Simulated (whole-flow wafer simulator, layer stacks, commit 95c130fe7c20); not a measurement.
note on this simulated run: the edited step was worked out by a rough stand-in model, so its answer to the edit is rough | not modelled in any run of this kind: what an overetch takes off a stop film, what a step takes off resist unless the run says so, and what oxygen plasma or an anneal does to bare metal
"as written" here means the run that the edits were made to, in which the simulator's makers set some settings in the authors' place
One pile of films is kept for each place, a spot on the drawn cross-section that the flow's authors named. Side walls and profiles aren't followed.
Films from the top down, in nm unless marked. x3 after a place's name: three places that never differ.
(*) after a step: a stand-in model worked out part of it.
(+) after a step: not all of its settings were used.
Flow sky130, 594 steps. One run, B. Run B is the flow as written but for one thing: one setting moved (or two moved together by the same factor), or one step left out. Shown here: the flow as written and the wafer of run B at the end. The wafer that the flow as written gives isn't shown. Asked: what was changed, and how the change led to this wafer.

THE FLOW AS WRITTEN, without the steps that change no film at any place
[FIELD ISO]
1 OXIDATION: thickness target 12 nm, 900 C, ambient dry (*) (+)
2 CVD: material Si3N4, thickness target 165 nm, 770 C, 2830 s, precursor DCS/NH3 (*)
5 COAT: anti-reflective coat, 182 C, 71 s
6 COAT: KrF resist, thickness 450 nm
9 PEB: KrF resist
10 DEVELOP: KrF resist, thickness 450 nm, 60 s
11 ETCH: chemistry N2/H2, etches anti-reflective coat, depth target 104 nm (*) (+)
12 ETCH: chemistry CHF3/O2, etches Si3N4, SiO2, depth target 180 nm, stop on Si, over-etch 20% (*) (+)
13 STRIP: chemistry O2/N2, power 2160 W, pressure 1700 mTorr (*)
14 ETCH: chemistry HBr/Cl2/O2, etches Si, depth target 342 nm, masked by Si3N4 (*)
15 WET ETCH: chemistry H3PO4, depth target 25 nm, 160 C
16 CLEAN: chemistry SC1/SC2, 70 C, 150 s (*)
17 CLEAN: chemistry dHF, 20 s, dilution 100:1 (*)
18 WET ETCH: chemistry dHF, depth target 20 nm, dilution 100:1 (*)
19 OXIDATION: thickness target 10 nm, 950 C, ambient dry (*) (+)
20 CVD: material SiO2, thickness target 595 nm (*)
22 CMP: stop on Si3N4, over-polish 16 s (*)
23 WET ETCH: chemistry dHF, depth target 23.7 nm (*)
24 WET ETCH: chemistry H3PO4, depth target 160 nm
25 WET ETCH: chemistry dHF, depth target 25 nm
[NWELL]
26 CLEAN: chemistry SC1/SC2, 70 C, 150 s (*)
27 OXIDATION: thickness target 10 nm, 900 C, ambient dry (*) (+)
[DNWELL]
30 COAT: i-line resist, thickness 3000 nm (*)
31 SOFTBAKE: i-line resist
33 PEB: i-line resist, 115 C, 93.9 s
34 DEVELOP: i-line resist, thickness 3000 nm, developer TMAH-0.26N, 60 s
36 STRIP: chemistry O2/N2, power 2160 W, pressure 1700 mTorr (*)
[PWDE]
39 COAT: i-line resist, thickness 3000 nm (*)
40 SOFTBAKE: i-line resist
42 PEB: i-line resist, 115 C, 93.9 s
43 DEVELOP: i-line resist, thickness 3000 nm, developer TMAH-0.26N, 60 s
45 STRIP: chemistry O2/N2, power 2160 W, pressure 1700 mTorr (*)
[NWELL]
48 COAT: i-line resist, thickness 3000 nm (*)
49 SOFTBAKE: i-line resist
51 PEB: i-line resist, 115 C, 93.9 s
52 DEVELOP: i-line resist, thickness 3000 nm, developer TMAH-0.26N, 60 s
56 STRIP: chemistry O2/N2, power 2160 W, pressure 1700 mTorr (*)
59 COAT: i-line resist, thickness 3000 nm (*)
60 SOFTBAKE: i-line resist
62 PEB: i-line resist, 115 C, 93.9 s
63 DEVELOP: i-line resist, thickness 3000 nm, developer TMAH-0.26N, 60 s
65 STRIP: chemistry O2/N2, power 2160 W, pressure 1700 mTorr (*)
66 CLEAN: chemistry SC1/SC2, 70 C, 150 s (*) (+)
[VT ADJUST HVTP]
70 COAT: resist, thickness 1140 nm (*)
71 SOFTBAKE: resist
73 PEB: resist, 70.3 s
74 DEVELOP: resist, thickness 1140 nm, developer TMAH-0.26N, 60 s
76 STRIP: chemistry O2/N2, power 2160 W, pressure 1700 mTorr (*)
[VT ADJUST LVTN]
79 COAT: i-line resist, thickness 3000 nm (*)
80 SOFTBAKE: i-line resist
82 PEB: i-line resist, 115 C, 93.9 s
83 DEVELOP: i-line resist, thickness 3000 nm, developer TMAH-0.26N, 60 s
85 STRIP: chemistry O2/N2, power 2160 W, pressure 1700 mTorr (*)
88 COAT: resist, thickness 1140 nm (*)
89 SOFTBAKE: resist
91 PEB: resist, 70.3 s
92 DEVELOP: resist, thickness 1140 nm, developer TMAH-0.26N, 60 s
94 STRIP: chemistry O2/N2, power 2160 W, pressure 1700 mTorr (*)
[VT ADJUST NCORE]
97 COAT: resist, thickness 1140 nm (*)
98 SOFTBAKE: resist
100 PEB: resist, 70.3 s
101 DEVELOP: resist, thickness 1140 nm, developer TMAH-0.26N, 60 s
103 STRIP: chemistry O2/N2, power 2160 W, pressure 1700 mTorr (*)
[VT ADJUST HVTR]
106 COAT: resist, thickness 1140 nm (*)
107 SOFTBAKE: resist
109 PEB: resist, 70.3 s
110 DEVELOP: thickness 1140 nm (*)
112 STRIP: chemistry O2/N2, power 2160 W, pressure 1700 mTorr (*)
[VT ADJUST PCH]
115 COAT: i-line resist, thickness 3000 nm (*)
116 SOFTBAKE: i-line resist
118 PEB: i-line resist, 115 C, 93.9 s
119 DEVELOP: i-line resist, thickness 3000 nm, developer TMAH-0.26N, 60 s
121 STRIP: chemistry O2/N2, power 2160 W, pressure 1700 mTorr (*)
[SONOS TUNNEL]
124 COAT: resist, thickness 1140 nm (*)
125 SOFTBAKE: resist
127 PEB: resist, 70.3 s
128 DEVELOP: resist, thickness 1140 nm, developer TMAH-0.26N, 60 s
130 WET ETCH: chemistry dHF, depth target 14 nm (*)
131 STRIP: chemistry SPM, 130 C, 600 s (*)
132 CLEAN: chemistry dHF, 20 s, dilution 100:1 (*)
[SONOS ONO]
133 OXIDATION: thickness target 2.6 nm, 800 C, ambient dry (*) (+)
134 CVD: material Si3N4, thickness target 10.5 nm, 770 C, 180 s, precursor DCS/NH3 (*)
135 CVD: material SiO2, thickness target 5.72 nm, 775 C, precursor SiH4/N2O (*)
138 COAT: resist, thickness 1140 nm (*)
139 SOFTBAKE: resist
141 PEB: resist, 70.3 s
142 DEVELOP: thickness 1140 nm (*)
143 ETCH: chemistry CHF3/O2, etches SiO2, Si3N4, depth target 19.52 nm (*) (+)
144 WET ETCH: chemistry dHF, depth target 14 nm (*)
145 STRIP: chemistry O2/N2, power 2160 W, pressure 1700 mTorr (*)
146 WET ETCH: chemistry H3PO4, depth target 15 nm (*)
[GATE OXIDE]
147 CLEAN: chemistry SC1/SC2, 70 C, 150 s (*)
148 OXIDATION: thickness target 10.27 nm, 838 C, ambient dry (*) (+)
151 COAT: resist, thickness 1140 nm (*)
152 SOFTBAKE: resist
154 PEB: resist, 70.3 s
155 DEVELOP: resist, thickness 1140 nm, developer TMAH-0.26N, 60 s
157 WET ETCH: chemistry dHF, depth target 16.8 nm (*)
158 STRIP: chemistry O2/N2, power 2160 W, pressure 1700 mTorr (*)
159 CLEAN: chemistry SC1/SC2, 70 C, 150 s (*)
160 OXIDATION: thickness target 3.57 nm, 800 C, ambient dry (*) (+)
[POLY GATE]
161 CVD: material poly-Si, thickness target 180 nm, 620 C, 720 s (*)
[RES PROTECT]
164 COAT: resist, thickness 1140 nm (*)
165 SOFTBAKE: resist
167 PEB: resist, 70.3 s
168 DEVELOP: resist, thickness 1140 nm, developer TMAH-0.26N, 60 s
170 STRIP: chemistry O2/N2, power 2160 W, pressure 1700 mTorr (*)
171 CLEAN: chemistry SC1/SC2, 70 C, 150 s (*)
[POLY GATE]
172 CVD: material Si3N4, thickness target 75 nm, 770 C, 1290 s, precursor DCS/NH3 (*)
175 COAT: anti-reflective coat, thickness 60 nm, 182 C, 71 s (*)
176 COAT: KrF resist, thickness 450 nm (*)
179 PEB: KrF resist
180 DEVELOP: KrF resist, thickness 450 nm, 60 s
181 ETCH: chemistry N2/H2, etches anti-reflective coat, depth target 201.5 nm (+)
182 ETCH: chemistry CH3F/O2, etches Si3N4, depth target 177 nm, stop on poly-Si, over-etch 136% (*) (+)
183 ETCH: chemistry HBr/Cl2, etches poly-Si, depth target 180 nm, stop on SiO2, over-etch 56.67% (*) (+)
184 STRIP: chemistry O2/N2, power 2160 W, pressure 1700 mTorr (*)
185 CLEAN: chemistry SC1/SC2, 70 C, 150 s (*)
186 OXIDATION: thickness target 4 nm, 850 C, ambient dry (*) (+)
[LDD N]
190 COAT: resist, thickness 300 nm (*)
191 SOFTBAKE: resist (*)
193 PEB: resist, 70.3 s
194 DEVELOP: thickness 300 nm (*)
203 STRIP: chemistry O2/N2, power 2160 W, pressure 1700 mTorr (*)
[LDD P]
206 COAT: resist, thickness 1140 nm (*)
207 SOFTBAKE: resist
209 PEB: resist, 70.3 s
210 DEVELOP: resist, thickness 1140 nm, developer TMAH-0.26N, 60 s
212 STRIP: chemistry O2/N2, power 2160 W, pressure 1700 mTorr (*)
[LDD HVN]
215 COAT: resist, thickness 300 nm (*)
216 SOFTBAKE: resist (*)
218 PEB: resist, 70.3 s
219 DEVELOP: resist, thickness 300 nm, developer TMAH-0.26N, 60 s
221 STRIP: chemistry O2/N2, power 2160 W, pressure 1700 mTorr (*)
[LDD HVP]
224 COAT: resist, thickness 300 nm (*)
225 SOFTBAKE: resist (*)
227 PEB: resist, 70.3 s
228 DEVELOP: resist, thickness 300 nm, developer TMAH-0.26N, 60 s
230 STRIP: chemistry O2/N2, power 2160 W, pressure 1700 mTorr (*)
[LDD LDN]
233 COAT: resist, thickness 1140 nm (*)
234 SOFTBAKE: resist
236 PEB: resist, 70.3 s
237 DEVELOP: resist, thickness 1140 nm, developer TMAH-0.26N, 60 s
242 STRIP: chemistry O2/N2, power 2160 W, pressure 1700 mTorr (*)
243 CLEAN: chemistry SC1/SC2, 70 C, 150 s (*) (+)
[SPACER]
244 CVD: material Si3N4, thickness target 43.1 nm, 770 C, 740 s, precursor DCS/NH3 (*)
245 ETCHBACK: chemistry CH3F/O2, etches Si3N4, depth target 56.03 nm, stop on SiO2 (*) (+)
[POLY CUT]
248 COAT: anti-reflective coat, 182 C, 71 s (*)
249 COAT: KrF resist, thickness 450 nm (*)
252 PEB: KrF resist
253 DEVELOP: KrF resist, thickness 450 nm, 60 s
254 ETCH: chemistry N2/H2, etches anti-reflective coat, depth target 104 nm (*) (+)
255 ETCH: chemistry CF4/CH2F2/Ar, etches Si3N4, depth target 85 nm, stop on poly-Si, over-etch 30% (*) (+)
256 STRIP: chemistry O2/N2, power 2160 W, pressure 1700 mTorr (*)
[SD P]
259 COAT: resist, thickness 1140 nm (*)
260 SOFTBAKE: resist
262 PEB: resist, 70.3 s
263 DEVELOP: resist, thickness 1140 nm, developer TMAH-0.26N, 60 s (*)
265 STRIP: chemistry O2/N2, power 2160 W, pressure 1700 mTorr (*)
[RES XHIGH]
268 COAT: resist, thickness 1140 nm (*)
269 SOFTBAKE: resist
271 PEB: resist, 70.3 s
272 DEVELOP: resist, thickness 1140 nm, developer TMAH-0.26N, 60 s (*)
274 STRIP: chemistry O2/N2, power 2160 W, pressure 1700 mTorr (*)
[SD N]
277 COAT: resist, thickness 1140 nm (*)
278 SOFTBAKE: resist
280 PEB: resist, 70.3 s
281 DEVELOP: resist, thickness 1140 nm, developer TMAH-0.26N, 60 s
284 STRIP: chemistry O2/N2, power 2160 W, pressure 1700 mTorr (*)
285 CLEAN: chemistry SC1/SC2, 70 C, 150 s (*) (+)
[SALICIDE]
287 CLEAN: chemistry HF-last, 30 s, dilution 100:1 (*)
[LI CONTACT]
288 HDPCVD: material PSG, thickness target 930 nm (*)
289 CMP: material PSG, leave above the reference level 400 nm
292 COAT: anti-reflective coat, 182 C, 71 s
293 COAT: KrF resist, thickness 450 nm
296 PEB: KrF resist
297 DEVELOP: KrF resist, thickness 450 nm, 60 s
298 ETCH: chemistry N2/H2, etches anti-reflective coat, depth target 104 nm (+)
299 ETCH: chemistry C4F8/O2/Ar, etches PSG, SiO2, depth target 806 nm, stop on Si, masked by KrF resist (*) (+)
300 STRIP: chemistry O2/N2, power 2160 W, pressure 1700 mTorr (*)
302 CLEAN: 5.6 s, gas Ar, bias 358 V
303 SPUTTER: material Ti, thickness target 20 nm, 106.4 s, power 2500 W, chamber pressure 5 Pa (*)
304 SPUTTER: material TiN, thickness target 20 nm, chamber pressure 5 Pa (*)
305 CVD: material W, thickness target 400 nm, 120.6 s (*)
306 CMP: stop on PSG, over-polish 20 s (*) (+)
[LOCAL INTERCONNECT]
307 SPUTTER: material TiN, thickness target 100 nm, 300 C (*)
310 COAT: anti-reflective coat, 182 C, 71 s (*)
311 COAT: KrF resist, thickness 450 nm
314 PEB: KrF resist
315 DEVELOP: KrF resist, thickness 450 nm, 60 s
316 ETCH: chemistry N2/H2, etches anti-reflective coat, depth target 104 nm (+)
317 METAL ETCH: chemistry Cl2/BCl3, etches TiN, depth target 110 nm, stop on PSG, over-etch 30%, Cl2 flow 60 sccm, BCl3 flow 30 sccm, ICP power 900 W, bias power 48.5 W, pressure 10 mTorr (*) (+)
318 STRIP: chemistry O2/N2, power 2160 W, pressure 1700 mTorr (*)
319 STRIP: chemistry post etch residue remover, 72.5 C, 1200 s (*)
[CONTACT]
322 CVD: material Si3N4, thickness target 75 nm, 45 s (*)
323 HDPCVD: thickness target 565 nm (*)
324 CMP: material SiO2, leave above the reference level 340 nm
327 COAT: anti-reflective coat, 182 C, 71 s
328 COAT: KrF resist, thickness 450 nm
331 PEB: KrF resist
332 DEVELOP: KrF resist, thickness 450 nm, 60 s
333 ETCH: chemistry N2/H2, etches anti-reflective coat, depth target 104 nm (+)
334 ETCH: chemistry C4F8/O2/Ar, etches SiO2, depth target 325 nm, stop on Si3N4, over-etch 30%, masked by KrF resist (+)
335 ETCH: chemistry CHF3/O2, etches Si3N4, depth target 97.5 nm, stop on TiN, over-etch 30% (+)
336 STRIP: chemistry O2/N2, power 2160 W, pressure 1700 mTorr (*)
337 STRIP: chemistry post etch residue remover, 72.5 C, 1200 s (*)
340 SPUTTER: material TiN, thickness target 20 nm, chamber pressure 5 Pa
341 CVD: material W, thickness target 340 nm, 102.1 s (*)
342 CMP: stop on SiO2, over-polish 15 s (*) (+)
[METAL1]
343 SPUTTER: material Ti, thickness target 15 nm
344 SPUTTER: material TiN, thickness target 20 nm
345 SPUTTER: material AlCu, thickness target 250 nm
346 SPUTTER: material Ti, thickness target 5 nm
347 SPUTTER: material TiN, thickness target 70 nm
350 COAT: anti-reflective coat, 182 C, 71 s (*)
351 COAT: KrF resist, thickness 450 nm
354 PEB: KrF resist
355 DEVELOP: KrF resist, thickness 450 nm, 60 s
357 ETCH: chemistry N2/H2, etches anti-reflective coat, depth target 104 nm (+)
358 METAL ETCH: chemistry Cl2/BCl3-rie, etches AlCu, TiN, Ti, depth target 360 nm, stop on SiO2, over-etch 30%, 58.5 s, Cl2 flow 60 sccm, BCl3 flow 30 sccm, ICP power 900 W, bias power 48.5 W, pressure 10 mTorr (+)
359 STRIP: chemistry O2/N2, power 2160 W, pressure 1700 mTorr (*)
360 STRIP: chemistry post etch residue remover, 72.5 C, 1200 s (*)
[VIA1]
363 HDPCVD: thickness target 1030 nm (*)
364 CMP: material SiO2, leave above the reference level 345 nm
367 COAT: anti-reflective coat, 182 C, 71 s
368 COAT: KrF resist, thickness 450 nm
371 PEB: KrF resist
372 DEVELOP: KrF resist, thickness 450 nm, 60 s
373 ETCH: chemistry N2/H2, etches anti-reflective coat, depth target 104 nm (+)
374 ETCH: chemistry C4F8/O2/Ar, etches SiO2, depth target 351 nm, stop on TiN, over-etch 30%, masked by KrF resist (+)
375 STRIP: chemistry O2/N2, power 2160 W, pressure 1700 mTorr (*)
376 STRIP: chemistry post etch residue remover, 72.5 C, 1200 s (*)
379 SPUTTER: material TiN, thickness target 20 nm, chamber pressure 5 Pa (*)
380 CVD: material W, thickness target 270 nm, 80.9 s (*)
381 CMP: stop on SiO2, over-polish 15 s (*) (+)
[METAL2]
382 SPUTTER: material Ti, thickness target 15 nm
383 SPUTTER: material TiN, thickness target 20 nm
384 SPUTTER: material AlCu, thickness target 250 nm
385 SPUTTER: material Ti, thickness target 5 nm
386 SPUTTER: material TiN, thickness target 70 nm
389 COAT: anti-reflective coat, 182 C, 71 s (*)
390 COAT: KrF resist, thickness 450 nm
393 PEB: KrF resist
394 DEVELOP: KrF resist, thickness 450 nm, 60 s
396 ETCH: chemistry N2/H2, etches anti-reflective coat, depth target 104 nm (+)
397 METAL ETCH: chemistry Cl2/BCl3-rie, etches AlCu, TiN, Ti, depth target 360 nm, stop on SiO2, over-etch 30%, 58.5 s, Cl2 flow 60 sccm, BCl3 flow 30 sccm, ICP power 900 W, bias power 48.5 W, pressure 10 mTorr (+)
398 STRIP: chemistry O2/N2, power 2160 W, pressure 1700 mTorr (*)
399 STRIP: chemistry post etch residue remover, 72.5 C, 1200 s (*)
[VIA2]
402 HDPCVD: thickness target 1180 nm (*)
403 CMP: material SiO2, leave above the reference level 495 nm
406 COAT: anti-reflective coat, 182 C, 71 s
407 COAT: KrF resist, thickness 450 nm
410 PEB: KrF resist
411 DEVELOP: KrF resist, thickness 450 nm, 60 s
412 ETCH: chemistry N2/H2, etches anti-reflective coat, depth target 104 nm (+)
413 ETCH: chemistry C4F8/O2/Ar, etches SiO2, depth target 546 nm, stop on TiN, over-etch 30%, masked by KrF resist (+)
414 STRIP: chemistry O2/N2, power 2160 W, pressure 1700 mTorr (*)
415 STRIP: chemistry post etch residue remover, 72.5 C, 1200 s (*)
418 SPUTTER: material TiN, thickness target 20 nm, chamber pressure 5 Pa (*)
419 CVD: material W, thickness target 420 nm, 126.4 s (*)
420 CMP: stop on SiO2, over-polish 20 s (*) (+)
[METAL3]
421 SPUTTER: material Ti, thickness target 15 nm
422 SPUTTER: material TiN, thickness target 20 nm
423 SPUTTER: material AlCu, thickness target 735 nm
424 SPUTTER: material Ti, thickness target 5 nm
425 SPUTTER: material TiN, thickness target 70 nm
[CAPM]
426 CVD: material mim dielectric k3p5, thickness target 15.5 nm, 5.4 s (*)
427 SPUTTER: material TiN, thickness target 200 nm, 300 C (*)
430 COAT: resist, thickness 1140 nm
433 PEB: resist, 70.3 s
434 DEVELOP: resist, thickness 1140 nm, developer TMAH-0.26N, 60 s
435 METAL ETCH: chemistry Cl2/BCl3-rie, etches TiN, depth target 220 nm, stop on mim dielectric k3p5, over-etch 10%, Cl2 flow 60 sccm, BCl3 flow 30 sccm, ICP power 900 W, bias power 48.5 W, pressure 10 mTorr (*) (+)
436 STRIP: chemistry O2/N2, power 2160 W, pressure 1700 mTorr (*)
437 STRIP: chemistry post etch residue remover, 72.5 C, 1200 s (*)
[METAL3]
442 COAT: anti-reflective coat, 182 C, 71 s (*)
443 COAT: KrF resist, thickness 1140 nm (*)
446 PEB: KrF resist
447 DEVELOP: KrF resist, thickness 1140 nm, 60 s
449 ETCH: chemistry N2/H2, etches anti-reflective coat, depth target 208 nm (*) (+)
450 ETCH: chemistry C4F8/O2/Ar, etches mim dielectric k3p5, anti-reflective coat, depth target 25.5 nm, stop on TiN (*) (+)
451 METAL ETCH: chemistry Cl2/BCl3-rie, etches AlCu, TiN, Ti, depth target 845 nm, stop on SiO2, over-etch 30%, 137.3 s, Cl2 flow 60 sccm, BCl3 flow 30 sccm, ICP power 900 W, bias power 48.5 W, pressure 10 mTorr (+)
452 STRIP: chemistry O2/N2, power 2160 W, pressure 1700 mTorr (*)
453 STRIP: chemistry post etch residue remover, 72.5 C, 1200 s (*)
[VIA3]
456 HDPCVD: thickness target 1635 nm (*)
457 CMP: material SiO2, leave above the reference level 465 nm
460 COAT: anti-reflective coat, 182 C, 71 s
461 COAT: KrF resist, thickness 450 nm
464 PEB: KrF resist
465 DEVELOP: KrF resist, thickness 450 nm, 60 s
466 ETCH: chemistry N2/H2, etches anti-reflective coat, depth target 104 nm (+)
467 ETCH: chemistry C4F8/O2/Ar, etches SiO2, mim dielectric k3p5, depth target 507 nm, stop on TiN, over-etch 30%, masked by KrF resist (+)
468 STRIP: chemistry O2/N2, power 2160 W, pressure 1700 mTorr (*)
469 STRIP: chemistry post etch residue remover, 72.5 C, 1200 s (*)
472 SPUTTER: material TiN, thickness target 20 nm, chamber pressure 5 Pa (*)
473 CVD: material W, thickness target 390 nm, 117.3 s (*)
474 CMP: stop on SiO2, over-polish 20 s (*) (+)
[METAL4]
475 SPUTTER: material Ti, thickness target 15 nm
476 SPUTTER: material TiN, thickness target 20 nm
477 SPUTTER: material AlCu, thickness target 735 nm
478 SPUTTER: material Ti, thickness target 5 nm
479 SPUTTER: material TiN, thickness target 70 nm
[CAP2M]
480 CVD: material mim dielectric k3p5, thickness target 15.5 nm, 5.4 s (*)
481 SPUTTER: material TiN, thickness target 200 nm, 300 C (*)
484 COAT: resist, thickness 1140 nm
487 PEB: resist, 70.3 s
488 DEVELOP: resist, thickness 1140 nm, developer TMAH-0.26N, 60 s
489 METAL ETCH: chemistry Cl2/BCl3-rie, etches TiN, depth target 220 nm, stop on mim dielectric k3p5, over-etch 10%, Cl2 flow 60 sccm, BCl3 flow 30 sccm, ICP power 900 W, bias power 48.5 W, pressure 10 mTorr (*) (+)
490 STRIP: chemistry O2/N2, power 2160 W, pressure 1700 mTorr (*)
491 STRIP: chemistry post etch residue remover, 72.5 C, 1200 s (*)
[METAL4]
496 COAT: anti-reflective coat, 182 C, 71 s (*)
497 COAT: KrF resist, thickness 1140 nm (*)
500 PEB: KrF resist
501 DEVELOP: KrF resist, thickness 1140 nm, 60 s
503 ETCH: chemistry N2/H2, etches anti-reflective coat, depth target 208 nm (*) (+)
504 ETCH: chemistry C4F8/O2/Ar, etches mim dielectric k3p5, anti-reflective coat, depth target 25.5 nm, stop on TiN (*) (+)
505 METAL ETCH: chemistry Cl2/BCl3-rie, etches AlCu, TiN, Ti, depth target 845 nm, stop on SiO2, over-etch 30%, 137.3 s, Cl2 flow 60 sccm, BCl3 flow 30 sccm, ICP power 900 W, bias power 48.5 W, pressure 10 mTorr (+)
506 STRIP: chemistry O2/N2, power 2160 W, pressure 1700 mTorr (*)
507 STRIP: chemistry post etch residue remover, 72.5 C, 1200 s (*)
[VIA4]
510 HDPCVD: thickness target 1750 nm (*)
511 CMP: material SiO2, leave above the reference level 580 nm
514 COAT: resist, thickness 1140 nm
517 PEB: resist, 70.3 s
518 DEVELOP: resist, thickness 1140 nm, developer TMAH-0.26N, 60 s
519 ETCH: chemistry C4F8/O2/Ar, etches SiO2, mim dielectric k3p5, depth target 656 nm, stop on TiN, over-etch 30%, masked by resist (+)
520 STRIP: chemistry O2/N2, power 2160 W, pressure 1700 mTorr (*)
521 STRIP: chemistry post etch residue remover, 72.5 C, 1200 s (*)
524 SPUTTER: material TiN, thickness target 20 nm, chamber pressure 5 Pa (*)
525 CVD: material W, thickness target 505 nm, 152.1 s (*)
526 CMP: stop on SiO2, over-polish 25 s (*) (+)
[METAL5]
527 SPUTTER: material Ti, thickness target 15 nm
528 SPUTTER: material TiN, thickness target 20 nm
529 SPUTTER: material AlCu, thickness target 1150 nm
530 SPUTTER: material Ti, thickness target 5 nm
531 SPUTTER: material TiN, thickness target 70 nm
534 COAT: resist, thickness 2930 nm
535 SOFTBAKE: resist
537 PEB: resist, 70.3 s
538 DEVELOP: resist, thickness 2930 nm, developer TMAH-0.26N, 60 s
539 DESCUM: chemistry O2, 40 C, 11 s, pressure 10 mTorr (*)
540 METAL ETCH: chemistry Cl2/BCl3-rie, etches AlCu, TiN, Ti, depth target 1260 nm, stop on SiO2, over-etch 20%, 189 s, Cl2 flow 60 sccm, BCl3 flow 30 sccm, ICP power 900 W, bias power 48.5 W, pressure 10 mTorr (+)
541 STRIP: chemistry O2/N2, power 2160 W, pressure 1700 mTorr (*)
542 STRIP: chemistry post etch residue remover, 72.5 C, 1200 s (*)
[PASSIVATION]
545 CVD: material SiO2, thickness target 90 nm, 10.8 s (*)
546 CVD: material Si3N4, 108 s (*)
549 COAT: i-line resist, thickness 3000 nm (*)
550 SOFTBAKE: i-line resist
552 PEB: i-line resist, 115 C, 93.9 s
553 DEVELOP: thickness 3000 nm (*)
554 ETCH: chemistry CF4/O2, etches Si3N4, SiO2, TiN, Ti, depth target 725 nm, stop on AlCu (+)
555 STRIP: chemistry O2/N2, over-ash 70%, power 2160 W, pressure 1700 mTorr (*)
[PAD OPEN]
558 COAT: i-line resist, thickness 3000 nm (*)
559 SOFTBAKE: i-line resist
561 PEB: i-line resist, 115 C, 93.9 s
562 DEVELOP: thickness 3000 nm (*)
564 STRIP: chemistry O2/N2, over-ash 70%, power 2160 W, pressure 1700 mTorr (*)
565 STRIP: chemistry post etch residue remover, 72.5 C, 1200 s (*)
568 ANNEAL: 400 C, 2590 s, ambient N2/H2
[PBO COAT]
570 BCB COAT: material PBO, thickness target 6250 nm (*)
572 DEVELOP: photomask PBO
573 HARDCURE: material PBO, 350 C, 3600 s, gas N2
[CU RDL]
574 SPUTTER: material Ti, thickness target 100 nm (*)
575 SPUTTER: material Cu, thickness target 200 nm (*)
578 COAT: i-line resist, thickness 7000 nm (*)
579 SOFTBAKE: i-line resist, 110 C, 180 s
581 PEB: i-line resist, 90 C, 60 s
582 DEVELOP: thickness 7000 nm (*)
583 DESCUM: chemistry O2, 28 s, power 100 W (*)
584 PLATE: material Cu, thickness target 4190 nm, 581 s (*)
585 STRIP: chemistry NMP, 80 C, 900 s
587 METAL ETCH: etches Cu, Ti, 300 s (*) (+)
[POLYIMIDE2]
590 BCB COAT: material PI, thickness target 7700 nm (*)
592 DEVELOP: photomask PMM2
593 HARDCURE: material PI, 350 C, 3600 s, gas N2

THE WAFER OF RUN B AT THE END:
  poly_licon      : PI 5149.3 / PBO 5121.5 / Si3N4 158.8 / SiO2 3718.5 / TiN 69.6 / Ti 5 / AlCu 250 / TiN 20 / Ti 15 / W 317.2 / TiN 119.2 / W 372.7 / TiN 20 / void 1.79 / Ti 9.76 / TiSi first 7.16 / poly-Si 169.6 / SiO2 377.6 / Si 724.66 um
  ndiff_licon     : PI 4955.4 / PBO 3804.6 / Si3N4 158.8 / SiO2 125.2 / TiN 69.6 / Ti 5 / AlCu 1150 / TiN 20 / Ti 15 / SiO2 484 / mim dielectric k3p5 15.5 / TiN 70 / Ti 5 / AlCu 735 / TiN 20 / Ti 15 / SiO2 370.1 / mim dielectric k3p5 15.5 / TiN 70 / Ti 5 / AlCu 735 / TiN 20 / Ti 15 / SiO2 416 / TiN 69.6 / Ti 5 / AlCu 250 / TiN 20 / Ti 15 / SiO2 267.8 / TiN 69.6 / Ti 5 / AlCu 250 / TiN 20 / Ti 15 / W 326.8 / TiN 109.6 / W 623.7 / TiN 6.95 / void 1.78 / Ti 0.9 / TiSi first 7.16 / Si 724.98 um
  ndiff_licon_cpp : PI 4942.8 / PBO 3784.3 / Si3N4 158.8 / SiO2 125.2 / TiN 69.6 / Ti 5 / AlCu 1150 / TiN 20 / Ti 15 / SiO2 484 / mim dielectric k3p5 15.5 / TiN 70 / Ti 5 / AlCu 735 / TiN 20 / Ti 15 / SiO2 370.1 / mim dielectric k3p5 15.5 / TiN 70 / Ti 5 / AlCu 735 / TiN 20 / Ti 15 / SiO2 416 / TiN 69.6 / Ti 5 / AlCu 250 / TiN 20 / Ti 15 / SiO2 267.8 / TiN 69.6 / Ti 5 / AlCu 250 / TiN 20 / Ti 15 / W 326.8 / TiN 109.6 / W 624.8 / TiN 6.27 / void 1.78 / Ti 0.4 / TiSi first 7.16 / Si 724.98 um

The cause: step 303, SPUTTER: 74.46 s was run, where the flow has 106.4 s.

How the change led to this, step by step:
  303 SPUTTER: material Ti, thickness target 20 nm, 106.4 s, power 2500 W, chamber pressure 5 Pa (*)
      field, active, n_well and 185 more: Ti +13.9 (new film) (as written it would be: Ti +20 (new film))
      ndiff_licon: Ti +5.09 (new film) (as written it would be: Ti +7.24 (new film))
      (and at 2 more places)
  306 CMP: stop on PSG, over-polish 20 s (*) (+)
      field, active, n_well and 184 more: W -400 (all of it), TiN -20 (all of it), Ti -13.9 (all of it), PSG -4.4 (as written it would be: W -400 (all of it), TiN -20 (all of it), Ti -20 (all of it), PSG -4.4)
      poly_licon: W -27.3 (as written it would be: W -33.3)
